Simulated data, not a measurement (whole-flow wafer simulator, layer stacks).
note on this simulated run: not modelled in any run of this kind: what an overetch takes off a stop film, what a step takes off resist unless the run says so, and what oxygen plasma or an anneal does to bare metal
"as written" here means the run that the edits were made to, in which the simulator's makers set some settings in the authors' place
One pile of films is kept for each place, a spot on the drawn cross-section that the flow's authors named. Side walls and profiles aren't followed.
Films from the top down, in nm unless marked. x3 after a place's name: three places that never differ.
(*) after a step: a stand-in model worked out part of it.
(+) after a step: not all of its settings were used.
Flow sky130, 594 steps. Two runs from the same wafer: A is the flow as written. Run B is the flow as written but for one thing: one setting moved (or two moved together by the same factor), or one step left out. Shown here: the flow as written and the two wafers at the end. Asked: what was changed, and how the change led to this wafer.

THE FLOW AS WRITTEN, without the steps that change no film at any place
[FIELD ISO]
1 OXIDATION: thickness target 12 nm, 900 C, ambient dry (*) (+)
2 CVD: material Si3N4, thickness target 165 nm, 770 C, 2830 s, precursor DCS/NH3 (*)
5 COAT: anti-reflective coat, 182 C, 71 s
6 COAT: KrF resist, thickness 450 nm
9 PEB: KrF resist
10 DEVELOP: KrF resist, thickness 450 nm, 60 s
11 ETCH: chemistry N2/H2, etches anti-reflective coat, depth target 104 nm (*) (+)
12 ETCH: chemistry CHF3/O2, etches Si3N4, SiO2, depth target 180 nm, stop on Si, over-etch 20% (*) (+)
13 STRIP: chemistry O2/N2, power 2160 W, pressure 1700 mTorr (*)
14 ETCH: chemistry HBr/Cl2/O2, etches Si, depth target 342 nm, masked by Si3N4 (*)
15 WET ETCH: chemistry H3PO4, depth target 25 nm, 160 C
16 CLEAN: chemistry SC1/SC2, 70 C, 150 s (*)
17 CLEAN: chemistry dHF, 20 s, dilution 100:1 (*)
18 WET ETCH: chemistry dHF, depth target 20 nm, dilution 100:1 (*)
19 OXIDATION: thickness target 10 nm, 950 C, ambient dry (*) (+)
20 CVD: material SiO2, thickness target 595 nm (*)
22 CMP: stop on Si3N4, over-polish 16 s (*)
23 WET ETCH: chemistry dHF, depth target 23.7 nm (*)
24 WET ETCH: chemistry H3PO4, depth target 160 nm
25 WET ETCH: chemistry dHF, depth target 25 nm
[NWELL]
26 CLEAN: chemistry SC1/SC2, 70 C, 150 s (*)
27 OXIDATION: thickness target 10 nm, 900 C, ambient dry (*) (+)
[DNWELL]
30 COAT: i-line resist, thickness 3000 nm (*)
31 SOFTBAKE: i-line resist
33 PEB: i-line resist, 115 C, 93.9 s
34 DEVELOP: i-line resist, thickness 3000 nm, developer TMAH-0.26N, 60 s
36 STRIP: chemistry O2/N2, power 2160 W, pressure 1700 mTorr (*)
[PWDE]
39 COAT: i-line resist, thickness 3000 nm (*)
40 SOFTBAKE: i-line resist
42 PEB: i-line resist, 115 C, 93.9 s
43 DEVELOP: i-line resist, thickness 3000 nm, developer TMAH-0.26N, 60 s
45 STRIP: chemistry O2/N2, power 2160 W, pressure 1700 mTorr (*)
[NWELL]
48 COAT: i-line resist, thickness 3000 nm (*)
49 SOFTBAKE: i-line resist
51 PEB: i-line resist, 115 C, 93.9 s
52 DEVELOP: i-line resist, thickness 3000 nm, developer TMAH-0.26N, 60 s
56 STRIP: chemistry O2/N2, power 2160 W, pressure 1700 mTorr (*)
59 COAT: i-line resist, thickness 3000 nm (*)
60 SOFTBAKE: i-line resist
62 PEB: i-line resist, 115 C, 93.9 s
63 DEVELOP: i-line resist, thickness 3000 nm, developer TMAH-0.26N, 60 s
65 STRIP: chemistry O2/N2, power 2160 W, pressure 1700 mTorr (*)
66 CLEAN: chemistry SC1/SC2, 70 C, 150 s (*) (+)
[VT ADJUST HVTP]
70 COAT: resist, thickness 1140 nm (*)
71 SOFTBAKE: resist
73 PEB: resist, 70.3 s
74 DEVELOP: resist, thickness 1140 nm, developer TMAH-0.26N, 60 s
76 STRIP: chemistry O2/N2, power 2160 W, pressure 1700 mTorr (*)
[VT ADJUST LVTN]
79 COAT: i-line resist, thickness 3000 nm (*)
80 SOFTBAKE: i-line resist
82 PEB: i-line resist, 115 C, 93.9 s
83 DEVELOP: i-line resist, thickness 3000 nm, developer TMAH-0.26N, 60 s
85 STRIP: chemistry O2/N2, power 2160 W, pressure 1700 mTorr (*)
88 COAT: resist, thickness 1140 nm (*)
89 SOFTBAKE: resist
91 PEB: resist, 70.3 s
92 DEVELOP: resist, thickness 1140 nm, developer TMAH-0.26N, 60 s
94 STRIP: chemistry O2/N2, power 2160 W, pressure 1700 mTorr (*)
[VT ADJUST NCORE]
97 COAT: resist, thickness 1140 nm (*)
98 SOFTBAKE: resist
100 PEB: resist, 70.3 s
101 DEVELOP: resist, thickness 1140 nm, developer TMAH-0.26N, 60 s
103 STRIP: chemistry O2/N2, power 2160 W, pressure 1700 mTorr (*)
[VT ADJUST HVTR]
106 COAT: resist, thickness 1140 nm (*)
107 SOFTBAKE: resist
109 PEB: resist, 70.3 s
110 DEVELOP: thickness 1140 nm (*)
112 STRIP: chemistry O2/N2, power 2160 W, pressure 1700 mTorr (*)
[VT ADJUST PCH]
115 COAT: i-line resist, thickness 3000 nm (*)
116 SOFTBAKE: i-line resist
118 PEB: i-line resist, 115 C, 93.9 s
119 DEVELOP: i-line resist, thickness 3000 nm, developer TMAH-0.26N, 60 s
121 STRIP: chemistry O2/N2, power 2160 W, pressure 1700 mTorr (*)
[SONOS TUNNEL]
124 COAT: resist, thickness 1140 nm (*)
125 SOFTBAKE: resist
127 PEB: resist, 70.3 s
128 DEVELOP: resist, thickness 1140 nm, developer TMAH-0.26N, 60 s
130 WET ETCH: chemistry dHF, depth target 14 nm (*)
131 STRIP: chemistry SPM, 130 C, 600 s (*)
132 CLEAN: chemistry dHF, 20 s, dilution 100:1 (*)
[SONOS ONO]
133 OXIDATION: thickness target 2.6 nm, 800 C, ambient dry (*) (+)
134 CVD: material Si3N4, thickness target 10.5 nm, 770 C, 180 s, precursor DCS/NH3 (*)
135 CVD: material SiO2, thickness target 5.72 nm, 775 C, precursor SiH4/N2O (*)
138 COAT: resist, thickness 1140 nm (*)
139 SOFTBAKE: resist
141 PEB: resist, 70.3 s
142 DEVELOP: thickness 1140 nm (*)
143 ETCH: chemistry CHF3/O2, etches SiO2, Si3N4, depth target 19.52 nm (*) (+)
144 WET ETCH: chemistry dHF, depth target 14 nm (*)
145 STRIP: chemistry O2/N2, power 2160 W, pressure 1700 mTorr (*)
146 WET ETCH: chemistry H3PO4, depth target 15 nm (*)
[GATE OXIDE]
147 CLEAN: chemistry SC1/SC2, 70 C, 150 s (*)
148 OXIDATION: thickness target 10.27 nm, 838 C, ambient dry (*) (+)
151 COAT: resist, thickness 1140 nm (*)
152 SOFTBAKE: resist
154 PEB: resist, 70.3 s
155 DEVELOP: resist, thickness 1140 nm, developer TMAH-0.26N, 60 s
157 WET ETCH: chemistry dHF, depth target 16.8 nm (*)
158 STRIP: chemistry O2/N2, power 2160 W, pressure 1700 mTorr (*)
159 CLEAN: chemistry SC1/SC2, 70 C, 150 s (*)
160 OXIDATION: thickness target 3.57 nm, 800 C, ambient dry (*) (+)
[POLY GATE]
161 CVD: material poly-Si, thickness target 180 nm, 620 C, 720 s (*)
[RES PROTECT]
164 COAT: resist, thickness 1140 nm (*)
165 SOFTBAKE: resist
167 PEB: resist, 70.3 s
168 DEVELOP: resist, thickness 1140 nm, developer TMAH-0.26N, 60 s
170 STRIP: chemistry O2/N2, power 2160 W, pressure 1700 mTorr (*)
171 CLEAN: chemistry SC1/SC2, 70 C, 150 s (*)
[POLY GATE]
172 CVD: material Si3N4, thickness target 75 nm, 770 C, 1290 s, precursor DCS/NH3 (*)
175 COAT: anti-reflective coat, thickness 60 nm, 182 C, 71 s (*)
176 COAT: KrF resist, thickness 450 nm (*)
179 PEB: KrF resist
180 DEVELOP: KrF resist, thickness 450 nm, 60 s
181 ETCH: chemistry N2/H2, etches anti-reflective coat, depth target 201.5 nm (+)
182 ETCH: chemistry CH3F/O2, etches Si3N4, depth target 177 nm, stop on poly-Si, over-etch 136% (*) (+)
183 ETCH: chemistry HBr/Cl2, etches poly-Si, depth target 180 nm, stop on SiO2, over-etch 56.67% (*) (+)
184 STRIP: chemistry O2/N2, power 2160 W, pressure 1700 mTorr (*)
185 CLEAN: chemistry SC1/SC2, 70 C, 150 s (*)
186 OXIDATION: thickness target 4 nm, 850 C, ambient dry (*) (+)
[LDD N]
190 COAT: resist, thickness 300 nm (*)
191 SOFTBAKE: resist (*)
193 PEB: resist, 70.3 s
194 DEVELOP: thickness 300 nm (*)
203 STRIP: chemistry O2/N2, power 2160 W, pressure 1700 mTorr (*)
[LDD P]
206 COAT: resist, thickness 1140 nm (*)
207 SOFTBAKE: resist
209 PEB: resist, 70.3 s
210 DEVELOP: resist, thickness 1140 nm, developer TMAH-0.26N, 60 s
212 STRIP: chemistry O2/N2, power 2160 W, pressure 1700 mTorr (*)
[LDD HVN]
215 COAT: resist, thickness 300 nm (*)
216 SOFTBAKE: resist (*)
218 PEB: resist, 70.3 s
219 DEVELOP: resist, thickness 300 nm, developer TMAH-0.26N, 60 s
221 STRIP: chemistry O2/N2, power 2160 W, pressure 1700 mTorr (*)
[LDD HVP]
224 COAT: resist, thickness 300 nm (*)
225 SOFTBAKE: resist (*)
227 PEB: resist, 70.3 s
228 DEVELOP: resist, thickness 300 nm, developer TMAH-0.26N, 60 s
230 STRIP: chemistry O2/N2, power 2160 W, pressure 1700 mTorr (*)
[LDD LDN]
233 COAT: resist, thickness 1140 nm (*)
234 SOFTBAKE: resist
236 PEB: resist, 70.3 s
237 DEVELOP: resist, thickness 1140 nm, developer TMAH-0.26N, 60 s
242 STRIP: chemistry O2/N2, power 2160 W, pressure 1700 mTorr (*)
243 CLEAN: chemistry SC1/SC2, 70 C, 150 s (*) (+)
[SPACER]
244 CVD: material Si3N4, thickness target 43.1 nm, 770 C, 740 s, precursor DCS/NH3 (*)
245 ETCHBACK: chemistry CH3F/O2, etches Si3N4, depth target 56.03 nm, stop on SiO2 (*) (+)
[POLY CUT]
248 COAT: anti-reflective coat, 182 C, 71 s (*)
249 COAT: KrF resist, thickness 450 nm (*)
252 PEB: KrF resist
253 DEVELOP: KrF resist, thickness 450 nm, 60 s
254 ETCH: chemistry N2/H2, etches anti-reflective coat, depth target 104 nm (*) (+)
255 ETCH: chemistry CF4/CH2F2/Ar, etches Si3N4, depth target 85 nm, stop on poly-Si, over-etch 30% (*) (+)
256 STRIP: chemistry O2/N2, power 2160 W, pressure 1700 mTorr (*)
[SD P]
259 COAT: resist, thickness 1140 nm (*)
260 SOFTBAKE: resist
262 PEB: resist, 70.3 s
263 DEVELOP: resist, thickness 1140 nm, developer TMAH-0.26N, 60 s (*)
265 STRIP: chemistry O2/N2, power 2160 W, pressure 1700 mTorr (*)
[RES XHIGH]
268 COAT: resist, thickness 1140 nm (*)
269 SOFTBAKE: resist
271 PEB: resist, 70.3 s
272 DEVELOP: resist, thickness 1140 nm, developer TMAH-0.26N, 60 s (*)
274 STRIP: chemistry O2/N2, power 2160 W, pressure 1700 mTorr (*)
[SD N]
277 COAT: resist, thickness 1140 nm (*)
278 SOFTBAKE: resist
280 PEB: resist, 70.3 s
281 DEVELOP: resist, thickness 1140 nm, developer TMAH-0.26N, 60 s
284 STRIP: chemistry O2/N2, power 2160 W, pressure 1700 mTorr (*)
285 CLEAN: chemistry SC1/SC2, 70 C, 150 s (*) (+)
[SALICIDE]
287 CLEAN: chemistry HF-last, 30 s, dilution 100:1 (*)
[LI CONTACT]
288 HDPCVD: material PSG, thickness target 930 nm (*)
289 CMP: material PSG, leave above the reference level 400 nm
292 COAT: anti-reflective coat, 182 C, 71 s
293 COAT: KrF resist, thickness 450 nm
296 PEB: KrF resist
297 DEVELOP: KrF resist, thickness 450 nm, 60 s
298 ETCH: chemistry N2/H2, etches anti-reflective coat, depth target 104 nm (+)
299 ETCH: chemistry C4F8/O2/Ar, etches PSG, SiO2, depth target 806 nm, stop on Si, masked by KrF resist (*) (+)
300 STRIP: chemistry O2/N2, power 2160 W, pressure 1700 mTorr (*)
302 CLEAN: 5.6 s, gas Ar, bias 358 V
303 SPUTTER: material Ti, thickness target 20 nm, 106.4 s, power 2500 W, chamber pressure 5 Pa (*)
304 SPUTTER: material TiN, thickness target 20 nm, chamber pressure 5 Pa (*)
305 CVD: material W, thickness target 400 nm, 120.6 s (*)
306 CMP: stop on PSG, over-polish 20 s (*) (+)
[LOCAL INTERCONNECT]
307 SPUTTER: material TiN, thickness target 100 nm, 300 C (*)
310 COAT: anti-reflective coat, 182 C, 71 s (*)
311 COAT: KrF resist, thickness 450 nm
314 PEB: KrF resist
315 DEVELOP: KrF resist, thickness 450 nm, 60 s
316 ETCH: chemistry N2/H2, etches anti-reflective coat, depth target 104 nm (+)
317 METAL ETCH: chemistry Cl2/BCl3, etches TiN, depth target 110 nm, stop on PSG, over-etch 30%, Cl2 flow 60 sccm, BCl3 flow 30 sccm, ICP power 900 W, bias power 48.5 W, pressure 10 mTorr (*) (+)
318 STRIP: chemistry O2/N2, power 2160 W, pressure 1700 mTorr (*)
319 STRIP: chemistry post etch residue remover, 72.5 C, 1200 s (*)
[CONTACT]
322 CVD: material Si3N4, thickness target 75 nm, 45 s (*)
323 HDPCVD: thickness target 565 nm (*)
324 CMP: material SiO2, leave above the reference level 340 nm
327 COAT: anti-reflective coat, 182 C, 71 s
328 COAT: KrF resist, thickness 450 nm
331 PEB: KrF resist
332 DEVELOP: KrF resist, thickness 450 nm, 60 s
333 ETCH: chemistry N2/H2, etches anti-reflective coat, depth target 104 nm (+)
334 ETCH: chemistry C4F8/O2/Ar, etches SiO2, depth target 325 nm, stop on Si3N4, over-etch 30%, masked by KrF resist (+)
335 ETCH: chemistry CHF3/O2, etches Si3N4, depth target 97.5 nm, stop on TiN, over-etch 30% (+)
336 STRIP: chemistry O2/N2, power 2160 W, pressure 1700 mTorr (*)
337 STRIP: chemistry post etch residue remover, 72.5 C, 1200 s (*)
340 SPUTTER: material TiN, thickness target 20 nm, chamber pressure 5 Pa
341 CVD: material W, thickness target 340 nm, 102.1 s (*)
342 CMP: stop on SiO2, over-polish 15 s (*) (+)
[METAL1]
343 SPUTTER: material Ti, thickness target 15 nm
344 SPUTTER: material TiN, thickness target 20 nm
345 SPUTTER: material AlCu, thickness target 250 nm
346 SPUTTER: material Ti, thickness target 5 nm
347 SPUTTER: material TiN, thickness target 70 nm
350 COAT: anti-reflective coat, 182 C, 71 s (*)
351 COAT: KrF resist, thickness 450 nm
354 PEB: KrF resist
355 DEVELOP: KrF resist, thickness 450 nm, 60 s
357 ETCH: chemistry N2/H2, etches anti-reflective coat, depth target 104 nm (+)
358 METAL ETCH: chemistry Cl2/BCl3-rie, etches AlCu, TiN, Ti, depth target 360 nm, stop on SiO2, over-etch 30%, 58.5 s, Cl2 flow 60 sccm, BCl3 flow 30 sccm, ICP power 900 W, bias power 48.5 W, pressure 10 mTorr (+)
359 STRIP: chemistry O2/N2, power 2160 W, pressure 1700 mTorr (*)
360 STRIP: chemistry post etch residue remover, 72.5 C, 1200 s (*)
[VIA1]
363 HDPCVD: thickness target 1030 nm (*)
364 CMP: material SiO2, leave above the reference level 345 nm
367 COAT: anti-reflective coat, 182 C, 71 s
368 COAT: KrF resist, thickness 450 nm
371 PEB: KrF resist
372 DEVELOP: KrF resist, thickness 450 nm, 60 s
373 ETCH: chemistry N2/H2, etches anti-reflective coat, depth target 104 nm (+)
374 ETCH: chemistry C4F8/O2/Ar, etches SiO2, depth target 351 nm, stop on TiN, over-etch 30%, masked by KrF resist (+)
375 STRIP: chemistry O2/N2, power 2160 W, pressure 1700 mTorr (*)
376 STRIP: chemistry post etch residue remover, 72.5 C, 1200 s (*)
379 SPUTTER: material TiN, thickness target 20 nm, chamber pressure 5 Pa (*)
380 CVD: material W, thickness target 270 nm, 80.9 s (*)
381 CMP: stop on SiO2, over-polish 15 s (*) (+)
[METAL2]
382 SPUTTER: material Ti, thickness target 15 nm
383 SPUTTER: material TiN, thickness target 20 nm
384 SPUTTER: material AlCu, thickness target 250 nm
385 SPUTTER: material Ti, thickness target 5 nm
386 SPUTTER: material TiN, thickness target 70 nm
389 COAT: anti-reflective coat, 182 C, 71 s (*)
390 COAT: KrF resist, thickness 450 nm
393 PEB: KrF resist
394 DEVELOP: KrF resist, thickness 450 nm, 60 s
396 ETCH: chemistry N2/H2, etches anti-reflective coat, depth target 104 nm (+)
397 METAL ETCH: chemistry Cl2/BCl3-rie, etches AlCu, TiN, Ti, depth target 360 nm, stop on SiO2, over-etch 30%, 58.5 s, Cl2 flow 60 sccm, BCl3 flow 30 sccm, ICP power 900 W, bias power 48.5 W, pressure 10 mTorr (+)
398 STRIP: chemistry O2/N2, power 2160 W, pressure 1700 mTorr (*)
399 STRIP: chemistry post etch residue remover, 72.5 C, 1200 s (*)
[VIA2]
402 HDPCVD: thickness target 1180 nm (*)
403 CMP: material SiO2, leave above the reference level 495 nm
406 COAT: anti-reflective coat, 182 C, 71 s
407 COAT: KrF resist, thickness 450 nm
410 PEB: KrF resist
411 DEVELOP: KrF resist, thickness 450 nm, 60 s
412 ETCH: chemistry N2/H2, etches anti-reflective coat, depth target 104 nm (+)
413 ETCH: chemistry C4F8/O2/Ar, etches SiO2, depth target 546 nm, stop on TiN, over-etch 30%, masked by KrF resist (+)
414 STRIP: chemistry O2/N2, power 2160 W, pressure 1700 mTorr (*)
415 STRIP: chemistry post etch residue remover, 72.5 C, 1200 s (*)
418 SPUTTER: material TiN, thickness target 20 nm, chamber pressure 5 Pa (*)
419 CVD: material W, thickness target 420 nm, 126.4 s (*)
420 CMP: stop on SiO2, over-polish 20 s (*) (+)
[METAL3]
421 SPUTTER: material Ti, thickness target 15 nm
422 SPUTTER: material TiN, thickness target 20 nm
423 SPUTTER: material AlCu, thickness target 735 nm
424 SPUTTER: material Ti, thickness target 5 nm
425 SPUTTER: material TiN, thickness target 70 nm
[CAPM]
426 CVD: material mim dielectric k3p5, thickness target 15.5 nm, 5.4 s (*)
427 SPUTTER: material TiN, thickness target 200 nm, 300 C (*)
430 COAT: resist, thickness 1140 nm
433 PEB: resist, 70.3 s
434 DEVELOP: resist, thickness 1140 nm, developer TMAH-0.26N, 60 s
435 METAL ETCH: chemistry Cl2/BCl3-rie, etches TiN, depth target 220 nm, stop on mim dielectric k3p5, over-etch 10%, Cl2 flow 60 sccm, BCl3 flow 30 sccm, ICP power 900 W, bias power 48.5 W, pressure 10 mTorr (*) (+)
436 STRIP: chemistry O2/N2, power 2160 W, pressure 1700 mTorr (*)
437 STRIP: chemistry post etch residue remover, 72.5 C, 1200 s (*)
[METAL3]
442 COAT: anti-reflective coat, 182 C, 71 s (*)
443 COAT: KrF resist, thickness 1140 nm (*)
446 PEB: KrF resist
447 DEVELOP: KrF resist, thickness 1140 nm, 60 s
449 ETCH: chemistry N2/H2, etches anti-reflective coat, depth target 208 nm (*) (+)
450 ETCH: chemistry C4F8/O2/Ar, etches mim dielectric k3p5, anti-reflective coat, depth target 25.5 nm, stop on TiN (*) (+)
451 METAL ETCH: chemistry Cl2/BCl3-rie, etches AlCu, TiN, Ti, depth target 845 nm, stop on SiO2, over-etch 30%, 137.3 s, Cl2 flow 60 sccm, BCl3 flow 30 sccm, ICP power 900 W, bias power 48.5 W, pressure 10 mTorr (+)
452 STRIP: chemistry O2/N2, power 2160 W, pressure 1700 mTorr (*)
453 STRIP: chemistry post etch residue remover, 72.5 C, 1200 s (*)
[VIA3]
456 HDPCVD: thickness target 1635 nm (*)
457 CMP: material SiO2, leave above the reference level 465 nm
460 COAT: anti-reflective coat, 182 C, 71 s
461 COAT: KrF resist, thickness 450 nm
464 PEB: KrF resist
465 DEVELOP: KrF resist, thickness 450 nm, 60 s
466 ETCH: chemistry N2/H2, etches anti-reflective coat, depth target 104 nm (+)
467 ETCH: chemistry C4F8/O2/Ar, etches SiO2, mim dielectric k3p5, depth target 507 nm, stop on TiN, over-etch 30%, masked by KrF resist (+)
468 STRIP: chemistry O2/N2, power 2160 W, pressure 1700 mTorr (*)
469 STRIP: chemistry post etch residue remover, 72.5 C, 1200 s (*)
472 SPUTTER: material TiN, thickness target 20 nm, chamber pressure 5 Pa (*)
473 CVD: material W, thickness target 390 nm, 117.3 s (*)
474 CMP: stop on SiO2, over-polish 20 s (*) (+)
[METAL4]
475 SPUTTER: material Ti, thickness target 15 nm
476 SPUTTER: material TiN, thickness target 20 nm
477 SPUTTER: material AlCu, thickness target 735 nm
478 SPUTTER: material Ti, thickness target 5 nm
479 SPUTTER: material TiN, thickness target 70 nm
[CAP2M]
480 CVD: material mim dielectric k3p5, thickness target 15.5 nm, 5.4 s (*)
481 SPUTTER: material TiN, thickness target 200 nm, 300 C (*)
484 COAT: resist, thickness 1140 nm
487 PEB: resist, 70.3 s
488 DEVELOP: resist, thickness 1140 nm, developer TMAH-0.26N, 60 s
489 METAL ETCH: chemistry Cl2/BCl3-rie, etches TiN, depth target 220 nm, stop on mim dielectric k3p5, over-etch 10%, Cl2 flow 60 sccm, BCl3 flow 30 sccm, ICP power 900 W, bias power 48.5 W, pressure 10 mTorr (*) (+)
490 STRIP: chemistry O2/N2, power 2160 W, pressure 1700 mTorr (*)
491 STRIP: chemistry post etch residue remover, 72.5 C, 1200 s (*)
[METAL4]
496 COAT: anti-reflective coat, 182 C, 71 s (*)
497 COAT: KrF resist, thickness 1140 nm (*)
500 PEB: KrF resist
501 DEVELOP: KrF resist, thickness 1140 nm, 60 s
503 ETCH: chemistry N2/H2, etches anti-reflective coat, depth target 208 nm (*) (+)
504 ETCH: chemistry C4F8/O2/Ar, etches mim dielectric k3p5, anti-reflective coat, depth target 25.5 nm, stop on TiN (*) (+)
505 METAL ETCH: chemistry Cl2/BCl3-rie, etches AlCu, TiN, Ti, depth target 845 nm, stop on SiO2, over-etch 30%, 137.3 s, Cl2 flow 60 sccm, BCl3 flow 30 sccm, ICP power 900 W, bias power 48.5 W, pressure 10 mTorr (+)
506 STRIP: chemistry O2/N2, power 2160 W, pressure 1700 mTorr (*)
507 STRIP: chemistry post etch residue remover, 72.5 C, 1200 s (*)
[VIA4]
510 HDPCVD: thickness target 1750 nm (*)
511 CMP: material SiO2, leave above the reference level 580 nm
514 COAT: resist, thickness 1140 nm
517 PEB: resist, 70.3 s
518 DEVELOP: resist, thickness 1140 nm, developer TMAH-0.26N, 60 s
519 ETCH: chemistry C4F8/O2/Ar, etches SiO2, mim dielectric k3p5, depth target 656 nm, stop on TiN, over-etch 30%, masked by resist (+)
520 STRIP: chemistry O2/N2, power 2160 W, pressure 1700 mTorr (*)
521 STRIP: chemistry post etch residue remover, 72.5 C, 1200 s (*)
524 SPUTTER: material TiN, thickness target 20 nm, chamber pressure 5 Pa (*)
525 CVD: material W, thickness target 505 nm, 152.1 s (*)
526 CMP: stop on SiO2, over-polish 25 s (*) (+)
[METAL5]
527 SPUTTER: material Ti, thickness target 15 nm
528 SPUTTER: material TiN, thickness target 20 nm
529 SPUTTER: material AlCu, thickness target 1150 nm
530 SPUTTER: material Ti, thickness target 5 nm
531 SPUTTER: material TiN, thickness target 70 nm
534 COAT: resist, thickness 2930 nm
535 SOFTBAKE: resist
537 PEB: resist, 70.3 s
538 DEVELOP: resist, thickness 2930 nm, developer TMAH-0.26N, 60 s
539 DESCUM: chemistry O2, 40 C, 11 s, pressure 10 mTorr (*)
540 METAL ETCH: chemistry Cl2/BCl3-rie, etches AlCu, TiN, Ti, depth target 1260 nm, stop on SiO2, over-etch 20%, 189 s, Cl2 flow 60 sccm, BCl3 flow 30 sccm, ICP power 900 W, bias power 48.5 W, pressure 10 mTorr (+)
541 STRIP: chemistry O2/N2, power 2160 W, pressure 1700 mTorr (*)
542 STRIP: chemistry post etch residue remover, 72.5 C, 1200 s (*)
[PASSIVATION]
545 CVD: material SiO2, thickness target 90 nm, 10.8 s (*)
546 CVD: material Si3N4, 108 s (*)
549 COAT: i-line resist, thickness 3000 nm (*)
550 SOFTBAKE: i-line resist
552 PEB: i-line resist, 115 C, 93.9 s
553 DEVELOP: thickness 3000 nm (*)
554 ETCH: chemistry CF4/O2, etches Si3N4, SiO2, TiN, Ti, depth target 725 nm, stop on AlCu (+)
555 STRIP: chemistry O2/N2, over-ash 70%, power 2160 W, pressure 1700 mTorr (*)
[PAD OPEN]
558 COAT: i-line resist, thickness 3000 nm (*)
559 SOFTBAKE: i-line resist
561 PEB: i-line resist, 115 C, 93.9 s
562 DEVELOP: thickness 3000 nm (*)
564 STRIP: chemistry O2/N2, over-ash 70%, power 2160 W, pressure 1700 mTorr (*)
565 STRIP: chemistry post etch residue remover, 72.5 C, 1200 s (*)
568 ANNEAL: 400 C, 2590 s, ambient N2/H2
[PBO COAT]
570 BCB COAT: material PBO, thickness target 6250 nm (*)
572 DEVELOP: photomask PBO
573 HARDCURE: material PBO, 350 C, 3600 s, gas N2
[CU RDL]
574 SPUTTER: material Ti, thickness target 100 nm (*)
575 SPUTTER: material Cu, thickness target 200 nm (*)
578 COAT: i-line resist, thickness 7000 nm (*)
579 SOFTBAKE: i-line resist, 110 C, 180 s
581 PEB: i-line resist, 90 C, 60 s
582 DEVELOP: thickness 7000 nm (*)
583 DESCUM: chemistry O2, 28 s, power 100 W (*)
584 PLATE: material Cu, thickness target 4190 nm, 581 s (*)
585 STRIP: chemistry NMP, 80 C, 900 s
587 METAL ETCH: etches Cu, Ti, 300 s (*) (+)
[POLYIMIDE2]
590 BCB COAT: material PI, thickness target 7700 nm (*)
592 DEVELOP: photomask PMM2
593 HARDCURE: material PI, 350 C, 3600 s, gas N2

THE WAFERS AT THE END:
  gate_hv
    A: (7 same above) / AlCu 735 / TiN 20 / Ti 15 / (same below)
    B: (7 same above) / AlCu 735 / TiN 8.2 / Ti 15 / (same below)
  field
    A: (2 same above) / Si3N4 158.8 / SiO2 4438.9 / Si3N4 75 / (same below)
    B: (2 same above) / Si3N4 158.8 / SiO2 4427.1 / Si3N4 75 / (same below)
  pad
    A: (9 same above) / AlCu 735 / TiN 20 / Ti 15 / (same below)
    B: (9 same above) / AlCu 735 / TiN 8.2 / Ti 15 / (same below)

The cause: step 476, SPUTTER: thickness target 8.2 nm was run, where the flow has thickness target 20 nm.
It can be read off the wafer: gate_hv has TiN 8.2, and step 476 as written asks for 20 nm.

How the change led to this, step by step:
  476 SPUTTER: material TiN, thickness target 20 nm
      field, active, n_well and 189 more: A TiN +20 (new film) | B TiN +8.2 (new film)
  505 METAL ETCH: chemistry Cl2/BCl3-rie, etches AlCu, TiN, Ti, depth target 845 nm, stop on SiO2, over-etch 30%, 137.3 s, Cl2 flow 60 sccm, BCl3 flow 30 sccm, ICP power 900 W, bias power 48.5 W, pressure 10 mTorr (+)
      field, gate, spacer and 68 more: A TiN -70 (all of it), Ti -5 (all of it), AlCu -735 (all of it), TiN -20 (all of it), Ti -15 (all of it), SiO2 -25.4 | B TiN -70 (all of it), Ti -5 (all of it), AlCu -735 (all of it), TiN -8.2 (all of it), Ti -15 (all of it), SiO2 -26.5
      active, vpp_iso1, mim_edge_plate and 14 more: A TiN -70 (all of it), Ti -5 (all of it), AlCu -735 (all of it), TiN -20 (all of it), Ti -15 (all of it), SiO2 -25.3 | B TiN -70 (all of it), Ti -5 (all of it), AlCu -735 (all of it), TiN -8.2 (all of it), Ti -15 (all of it), SiO2 -26.5
  511 CMP: material SiO2, leave above the reference level 580 nm
      field, active, gate and 77 more: A SiO2 -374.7 | B SiO2 -385.3
      iso_guard__w1, mim_edge_gap, vpp_l1ln, vpp_m3ln, rpm_encl, via2_enc, rpm_encl_psd, iso_guard_nsd_tip: A SiO2 -374.6 | B SiO2 -385.3
